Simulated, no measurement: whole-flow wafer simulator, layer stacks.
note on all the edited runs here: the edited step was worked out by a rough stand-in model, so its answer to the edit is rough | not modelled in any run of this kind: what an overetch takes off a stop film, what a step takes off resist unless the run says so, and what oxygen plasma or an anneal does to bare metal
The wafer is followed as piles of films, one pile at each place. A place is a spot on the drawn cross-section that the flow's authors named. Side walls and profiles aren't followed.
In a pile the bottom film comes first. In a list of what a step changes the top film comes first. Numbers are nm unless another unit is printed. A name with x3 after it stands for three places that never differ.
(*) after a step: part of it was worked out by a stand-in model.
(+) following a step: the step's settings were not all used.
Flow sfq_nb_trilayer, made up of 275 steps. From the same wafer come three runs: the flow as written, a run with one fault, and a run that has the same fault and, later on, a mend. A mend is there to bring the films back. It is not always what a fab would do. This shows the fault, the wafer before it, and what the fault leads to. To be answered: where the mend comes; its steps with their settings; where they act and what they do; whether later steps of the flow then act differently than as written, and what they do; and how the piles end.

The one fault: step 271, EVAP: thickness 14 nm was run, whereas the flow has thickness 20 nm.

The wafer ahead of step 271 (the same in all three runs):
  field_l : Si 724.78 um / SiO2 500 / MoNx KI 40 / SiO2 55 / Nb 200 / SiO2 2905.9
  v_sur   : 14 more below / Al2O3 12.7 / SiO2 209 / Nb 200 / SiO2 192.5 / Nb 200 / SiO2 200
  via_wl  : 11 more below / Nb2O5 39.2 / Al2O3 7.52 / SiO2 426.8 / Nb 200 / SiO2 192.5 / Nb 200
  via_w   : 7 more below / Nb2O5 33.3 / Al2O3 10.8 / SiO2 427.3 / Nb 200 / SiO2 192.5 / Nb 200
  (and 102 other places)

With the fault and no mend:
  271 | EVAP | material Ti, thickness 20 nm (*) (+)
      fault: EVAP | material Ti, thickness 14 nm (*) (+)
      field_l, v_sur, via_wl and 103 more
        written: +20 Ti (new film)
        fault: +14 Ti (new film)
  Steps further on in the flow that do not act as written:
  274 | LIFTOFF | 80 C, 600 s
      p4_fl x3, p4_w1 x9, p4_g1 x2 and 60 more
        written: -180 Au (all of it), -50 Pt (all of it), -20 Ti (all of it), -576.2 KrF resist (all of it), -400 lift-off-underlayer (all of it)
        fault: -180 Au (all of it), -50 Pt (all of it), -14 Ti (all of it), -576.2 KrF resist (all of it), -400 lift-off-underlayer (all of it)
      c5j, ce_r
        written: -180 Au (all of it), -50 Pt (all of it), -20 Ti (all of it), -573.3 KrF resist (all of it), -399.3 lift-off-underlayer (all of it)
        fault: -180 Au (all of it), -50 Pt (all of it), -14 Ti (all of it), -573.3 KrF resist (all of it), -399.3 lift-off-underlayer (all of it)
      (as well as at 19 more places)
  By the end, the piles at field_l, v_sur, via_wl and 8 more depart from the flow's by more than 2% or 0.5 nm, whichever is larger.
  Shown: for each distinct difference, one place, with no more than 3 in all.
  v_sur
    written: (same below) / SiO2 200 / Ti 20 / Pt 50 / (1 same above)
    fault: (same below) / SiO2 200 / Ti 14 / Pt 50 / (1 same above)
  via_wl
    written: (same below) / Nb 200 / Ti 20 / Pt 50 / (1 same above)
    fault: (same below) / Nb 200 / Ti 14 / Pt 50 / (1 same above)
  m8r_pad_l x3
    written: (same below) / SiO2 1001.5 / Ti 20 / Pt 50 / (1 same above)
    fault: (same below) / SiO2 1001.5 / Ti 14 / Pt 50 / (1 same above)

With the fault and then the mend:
  The mend follows step 271.
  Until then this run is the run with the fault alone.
  271a | EVAP | material Ti, thickness 6 nm (*) (+) (the flow's step 271, run once more with other settings)
      field_l, v_sur, via_wl and 103 more
        +6 Ti
  Later steps of the flow that are run all act as written at every place that is followed.
  The piles end the same as the flow's at every place that both follow.
